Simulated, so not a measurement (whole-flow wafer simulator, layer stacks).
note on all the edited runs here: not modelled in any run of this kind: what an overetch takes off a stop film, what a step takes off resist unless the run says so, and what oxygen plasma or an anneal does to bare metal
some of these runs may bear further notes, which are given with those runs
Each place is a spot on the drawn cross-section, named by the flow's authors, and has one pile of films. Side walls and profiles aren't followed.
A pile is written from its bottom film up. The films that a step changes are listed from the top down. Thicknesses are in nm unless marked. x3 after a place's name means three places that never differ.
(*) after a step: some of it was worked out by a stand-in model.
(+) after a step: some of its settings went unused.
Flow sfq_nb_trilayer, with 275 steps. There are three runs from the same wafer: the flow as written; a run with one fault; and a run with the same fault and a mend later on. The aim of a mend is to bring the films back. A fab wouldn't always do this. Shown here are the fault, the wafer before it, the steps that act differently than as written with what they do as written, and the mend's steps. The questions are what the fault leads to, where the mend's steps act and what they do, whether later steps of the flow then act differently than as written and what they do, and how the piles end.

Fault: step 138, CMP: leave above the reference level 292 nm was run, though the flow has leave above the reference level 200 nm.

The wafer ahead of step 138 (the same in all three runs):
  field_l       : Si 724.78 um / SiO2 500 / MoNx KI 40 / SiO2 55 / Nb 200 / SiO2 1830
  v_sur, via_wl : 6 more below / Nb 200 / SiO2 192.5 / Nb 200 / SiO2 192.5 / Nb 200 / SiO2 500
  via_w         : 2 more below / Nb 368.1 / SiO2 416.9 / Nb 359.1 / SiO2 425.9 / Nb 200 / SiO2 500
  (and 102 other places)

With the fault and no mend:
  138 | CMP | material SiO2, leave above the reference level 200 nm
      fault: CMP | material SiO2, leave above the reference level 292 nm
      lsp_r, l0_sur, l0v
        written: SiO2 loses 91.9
        fault: nothing
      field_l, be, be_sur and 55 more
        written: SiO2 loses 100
        fault: SiO2 loses 8
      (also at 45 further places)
  Steps later in the flow that act otherwise than as written (not shown: 7 more steps that differ only slightly, by at most 2% or 0.5 nm, whichever is larger):
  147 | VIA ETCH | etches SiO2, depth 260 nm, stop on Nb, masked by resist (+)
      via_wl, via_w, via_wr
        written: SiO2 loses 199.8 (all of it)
        fault: SiO2 loses 260
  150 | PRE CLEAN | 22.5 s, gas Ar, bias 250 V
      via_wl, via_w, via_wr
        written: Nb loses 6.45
        fault: SiO2 loses 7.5
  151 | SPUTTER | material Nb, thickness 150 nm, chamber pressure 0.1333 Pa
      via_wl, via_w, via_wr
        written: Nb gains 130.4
        fault: Nb gains 123.3 (new film)
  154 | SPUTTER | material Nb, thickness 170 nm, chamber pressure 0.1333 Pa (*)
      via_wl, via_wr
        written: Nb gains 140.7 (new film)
        fault: Nb gains 103.1 (new film)
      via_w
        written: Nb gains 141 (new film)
        fault: Nb gains 136 (new film)
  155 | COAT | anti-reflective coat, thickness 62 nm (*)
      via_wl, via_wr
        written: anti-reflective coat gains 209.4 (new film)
        fault: anti-reflective coat gains 321.3 (new film)
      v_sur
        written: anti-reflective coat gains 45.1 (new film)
        fault: anti-reflective coat gains 42.8 (new film)
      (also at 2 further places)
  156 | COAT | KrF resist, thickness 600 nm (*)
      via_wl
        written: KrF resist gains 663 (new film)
        fault: KrF resist gains 648.6 (new film)
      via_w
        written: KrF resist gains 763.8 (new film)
        fault: KrF resist gains 811.1 (new film)
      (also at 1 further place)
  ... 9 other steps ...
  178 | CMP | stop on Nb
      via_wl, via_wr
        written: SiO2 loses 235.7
        fault: SiO2 loses 227.2
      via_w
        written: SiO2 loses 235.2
        fault: SiO2 loses 227.2
  By the end, the piles at field_l, v_sur, via_wl and 103 more depart from the flow's by more than 2% or 0.5 nm, whichever is larger.
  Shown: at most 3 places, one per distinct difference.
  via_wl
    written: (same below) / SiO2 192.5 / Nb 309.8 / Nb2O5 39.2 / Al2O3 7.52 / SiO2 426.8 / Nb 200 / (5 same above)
    fault: (same below) / SiO2 192.5 / Nb 200 / SiO2 24.3 / Nb 123.3 / Al 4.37 / Al2O3 0.96 / Nb2O5 52.6 / SiO2 469.8 / Nb 200 / (5 same above)
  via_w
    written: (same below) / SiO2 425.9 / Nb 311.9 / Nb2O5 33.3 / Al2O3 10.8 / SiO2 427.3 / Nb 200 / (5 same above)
    fault: (same below) / SiO2 425.9 / Nb 200 / SiO2 24.3 / Nb 110.8 / Nb2O5 34.7 / Al2O3 10.1 / SiO2 495.5 / Nb 200 / (5 same above)
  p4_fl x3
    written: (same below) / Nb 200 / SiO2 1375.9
    fault: (same below) / Nb 200 / SiO2 1467.9

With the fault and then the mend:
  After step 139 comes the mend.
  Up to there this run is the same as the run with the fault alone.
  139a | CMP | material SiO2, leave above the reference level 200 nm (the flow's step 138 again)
      field_l, v_sur, via_wl and 100 more
        SiO2 loses 92
      lsp_r, l0_sur, l0v
        SiO2 loses 91.9
  Every later step of the flow that is run acts as written at every place that is followed.
  At every place that both follow, the piles at the end match the flow's.
